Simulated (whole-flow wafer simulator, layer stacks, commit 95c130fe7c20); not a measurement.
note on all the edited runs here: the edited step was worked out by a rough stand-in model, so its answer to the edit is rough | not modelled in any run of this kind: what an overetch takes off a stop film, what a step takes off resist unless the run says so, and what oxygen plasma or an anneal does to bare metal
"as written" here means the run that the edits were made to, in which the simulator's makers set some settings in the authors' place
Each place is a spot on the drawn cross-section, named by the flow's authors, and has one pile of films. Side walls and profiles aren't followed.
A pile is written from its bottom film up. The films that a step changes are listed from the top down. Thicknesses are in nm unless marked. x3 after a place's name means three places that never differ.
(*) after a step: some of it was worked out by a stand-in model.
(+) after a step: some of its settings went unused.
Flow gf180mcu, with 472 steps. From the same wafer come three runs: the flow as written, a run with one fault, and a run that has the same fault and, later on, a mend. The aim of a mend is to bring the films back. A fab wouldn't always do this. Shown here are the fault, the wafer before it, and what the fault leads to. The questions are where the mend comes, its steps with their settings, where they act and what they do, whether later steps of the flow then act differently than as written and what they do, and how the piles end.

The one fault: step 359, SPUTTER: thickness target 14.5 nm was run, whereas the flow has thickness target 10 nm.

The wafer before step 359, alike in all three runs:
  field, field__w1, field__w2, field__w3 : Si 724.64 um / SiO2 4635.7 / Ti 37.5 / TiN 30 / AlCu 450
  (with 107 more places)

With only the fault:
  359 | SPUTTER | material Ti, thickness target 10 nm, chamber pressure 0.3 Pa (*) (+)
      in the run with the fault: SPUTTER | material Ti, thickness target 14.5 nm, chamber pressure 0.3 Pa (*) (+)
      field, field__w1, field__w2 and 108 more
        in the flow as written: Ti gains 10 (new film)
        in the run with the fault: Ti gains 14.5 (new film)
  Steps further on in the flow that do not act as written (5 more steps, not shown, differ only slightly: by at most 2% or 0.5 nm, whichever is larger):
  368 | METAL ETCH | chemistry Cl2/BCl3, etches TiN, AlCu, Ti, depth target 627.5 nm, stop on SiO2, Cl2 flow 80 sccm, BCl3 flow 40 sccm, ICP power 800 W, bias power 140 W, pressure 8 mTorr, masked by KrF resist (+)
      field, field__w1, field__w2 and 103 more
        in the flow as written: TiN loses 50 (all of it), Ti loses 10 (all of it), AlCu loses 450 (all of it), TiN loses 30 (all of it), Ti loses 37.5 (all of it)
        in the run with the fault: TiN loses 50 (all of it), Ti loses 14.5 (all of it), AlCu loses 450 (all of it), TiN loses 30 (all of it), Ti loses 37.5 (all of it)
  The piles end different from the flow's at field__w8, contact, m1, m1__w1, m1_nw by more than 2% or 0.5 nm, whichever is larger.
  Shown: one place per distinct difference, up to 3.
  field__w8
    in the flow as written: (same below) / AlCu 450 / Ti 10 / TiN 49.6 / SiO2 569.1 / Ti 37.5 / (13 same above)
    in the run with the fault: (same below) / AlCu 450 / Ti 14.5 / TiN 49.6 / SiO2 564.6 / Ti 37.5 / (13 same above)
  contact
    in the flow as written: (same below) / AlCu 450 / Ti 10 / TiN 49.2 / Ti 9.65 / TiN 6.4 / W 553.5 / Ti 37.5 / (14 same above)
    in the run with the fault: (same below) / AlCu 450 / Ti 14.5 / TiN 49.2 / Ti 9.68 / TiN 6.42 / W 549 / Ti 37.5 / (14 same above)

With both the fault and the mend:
  The mend stands after step 359.
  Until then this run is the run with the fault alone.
  359a | METAL ETCH | chemistry Cl2/BCl3, etches TiN, AlCu, Ti, depth target 4.5 nm, Cl2 flow 80 sccm, BCl3 flow 40 sccm, ICP power 800 W, bias power 140 W, pressure 8 mTorr (the flow's step 260 again, with other settings)
      field, field__w1, field__w2 and 108 more
        Ti loses 4.5
  Later steps of the flow that are run all act as written at every place that is followed.
  At every place that both follow, the piles at the end match the flow's.
